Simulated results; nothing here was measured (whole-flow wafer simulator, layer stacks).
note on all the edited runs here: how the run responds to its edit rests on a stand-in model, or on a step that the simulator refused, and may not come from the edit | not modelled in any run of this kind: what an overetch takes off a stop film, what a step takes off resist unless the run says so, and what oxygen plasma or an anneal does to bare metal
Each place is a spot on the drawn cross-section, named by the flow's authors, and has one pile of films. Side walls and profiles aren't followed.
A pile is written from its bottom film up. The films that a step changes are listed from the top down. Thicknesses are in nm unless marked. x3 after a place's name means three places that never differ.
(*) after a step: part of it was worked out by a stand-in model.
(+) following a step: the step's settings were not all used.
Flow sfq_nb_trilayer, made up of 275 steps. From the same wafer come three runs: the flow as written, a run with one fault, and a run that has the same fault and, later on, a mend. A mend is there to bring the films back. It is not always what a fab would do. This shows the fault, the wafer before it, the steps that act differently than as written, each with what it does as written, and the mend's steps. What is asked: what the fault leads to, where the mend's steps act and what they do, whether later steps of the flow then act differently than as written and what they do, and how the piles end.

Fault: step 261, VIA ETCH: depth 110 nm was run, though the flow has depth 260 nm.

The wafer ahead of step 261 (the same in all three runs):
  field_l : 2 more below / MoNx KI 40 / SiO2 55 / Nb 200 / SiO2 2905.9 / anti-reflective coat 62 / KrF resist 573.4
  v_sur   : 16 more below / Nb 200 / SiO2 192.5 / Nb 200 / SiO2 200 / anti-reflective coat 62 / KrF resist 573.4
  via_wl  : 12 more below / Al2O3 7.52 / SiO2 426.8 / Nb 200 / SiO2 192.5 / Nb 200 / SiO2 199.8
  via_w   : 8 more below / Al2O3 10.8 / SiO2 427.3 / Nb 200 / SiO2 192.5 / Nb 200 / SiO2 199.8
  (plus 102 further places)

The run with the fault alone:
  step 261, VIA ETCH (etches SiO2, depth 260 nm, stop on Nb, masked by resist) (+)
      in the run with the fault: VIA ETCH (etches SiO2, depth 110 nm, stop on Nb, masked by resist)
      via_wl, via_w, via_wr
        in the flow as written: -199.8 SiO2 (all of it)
        in the run with the fault: -110 SiO2
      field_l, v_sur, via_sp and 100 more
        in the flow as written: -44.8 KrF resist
        in the run with the fault: -19 KrF resist
  Steps further on in the flow that do not act as written (2 other steps are not shown; they differ only slightly, by no more than 2% or 0.5 nm, whichever is larger):
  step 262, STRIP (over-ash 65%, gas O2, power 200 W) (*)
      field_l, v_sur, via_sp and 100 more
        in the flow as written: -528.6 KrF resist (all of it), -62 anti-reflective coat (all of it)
        in the run with the fault: -554.5 KrF resist (all of it), -62 anti-reflective coat (all of it)
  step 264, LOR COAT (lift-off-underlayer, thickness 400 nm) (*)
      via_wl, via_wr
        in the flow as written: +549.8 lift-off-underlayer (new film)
        in the run with the fault: +482.5 lift-off-underlayer (new film)
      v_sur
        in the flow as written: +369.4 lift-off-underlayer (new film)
        in the run with the fault: +383.2 lift-off-underlayer (new film)
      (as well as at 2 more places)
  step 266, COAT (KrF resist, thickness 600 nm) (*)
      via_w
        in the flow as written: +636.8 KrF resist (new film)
        in the run with the fault: +620.3 KrF resist (new film)
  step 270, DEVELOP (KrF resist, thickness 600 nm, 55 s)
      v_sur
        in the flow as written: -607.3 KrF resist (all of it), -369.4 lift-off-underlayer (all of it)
        in the run with the fault: -603.5 KrF resist (all of it), -383.2 lift-off-underlayer (all of it)
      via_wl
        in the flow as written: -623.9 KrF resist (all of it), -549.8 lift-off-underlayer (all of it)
        in the run with the fault: -612.6 KrF resist (all of it), -482.5 lift-off-underlayer (all of it)
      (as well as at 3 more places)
  The piles end different from the flow's at via_wl, via_w, via_wr by more than 2% or 0.5 nm, whichever is larger.
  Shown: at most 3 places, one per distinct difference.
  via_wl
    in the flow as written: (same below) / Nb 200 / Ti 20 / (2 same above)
    in the run with the fault: (same below) / Nb 200 / SiO2 89.8 / Ti 20 / (2 same above)

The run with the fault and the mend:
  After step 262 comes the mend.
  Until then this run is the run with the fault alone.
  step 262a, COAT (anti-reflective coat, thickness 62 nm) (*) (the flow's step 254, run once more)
      p4_fl x3, p4_w1 x9, p4_g1 x2 and 63 more
        +62 anti-reflective coat (new film)
      ce_r, sp_r, be_r and 12 more
        +61.9 anti-reflective coat (new film)
      be_sur, gap, jj_sur, ce_l, c5j
        +61.8 anti-reflective coat (new film)
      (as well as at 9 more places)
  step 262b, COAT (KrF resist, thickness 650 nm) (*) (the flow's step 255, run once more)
      p4_fl x3, p4_w1 x9, p4_g1 x2 and 63 more
        +650 KrF resist (new film)
      r_end, moat, field_r and 6 more
        +649.5 KrF resist (new film)
      be_r, r_sur, res, l0v
        +649.4 KrF resist (new film)
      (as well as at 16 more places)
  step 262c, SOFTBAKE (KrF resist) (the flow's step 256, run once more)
      does not change any film at any place that is followed
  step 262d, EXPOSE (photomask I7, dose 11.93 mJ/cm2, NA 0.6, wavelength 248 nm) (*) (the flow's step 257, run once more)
      does not change any film at any place that is followed
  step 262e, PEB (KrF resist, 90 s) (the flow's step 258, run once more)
      jj_sur, ce_l, c5j and 92 more
        -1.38 KrF resist
      via_sp, via_v, wire, be, be_sur, gap
        -1.37 KrF resist
      via_wl, via_wr
        -1.49 KrF resist
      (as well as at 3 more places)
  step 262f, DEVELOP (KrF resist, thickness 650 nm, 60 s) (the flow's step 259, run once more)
      field_l, v_sur, via_sp and 100 more
        -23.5 KrF resist
      via_wl
        -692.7 KrF resist (all of it)
      via_w
        -715.3 KrF resist (all of it)
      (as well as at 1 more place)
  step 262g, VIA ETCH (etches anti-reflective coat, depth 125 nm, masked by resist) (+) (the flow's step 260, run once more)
      field_l, v_sur, via_sp and 100 more
        -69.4 KrF resist
      via_wl, via_wr
        -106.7 anti-reflective coat (all of it)
      via_w
        -80.9 anti-reflective coat (all of it), -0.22 SiO2
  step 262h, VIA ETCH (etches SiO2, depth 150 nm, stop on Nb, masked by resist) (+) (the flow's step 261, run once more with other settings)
      field_l, v_sur, via_sp and 100 more
        -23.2 KrF resist
      via_wl, via_wr
        -89.8 SiO2 (all of it)
      via_w
        -89.6 SiO2 (all of it)
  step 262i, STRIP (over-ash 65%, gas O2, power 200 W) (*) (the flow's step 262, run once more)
      p4_fl x3, p4_w1 x9, p4_g1 x2 and 63 more
        -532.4 KrF resist (all of it), -62 anti-reflective coat (all of it)
      field_r, lsp_l, ln_m5, lsp_m, ln_m6, lsp_r
        -532 KrF resist (all of it), -61.9 anti-reflective coat (all of it)
      res, r_end, moat, l0_sur, l0v
        -531.9 KrF resist (all of it), -61.9 anti-reflective coat (all of it)
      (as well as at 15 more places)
  None of the later steps of the flow acts differently than as written at any place that is followed.
  At every place that both follow, the piles at the end match the flow's.
